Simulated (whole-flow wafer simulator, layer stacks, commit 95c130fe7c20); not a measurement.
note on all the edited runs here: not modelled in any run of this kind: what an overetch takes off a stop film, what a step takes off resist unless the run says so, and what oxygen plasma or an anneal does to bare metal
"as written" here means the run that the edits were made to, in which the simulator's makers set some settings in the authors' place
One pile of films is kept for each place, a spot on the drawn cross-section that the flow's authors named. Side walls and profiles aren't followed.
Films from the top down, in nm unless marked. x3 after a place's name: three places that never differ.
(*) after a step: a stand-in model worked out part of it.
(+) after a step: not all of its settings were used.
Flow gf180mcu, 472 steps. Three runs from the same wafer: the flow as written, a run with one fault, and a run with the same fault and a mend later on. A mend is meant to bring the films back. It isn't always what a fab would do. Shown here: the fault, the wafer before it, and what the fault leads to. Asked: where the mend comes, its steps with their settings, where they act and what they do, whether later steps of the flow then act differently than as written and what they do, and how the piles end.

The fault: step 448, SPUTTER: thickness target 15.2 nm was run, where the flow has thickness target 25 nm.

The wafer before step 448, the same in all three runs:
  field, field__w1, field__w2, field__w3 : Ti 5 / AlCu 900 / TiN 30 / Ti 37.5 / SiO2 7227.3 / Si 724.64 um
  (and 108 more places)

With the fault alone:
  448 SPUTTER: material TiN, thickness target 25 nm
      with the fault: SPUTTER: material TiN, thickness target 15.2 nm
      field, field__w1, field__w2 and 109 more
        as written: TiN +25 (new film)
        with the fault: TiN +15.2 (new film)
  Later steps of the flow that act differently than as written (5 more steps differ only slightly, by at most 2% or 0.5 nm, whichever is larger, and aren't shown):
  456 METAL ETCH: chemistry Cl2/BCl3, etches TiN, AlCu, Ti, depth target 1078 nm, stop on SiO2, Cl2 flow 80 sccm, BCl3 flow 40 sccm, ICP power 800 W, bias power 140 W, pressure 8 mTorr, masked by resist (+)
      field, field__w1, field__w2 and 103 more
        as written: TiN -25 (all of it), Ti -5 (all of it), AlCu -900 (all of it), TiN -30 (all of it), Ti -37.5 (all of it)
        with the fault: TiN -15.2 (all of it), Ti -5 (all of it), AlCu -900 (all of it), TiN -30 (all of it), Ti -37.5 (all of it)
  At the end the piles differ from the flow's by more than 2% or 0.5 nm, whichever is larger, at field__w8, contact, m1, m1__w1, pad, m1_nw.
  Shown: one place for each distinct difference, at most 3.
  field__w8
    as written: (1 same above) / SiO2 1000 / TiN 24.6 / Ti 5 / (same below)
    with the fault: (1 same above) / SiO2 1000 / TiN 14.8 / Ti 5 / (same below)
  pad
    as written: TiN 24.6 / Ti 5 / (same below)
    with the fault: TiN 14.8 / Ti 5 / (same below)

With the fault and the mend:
  The mend comes after step 455.
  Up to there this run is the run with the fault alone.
  455a STRIP: chemistry O2/N2, power 2160 W, pressure 1700 mTorr (*)
      field__w8, contact, m1, m1__w1, pad, m1_nw
        resist -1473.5 (all of it)
  455b SPUTTER: material TiN, thickness target 9.8 nm (the flow's step 448 once more, with other settings)
      field, field__w1, field__w2 and 109 more
        TiN +9.8
  455c HMDS: 120 C, 60 s (the flow's step 450 once more)
      changes no film at any place that is followed
  455d COAT: resist, thickness 1500 nm (the flow's step 451 once more)
      field, field__w1, field__w2 and 109 more
        resist +1500 (new film)
  455e SOFTBAKE: resist (the flow's step 452 once more)
      changes no film at any place that is followed
  455f EXPOSE: photomask MetalTop (the flow's step 453 once more)
      changes no film at any place that is followed
  455g PEB: resist, 70.3 s (the flow's step 454 once more)
      field, field__w1, field__w2 and 109 more
        resist -26.5
  455h DEVELOP: thickness 1500 nm, 60 s (the flow's step 455 once more)
      field, field__w1, field__w2 and 103 more
        resist -1473.5 (all of it)
  No later step of the flow acts differently than as written at any place that is followed.
  At the end the piles are the same as the flow's at every place that both follow.
